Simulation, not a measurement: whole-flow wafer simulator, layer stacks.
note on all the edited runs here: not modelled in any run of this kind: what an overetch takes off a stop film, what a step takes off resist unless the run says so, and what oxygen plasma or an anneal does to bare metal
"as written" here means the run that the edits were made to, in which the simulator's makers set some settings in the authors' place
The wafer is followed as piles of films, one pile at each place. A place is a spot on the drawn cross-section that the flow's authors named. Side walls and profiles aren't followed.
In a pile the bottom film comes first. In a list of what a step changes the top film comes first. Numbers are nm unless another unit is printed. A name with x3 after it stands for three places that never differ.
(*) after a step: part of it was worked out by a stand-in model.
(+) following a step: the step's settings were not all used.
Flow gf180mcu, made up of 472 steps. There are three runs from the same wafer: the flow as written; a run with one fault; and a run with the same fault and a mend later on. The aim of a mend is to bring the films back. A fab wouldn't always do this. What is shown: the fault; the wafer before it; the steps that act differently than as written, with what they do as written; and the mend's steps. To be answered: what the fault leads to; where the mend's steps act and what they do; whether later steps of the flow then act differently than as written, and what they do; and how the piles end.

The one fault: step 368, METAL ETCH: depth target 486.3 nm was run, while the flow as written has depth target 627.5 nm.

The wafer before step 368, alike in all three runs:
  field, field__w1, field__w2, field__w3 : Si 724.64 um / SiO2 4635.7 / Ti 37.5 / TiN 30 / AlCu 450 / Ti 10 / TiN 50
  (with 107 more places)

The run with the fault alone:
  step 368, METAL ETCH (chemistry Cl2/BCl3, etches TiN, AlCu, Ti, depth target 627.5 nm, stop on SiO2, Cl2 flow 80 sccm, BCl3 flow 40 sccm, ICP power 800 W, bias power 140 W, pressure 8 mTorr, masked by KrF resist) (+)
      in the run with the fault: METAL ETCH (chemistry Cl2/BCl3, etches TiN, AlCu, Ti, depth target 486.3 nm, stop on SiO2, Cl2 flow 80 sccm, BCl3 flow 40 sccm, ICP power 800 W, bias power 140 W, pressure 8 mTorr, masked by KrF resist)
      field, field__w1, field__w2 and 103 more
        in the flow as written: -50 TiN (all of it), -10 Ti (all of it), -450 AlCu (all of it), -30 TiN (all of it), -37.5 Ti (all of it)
        in the run with the fault: -50 TiN (all of it), -10 Ti (all of it), -426.3 AlCu
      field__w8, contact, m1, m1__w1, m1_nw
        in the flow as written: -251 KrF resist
        in the run with the fault: -194.5 KrF resist
  Steps further on in the flow that do not act as written:
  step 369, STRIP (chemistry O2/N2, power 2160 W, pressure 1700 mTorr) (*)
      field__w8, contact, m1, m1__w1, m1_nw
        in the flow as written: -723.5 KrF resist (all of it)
        in the run with the fault: -780 KrF resist (all of it)
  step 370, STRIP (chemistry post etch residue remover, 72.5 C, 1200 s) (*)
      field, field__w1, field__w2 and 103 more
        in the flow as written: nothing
        in the run with the fault: -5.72 AlCu
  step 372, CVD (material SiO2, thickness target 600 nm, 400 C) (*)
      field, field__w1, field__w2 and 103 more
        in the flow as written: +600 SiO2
        in the run with the fault: +600 SiO2 (new film)
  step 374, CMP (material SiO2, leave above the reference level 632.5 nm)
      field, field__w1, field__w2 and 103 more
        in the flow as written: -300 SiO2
        in the run with the fault: -385.5 SiO2
  The piles end different from the flow's at field, field__w1, field__w2 and 104 more by more than 2% or 0.5 nm, whichever is larger.
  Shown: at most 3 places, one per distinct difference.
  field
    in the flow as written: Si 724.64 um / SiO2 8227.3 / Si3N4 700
    in the run with the fault: Si 724.64 um / SiO2 4635.7 / Ti 37.5 / TiN 30 / AlCu 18 / SiO2 3506.1 / Si3N4 700
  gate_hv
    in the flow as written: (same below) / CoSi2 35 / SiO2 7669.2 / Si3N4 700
    in the run with the fault: (same below) / CoSi2 35 / SiO2 4077.6 / Ti 37.5 / TiN 30 / AlCu 18 / SiO2 3506.1 / Si3N4 700
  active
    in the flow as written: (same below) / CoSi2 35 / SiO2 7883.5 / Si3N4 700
    in the run with the fault: (same below) / CoSi2 35 / SiO2 4291.9 / Ti 37.5 / TiN 30 / AlCu 18 / SiO2 3506.1 / Si3N4 700

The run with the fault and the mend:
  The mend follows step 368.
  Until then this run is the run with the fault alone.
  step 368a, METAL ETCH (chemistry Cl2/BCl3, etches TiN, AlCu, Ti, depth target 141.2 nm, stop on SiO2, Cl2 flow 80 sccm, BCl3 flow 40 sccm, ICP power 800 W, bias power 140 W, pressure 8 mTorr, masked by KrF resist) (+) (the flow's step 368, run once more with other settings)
      field, field__w1, field__w2 and 103 more
        -23.7 AlCu (all of it), -30 TiN (all of it), -37.5 Ti (all of it)
      field__w8, contact, m1, m1__w1, m1_nw
        -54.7 KrF resist
  Later steps of the flow that are run all act as written at every place that is followed, up to a difference of at most 2% or 0.5 nm, whichever is larger.
  By the end, the piles equal the flow's at every place that both follow.
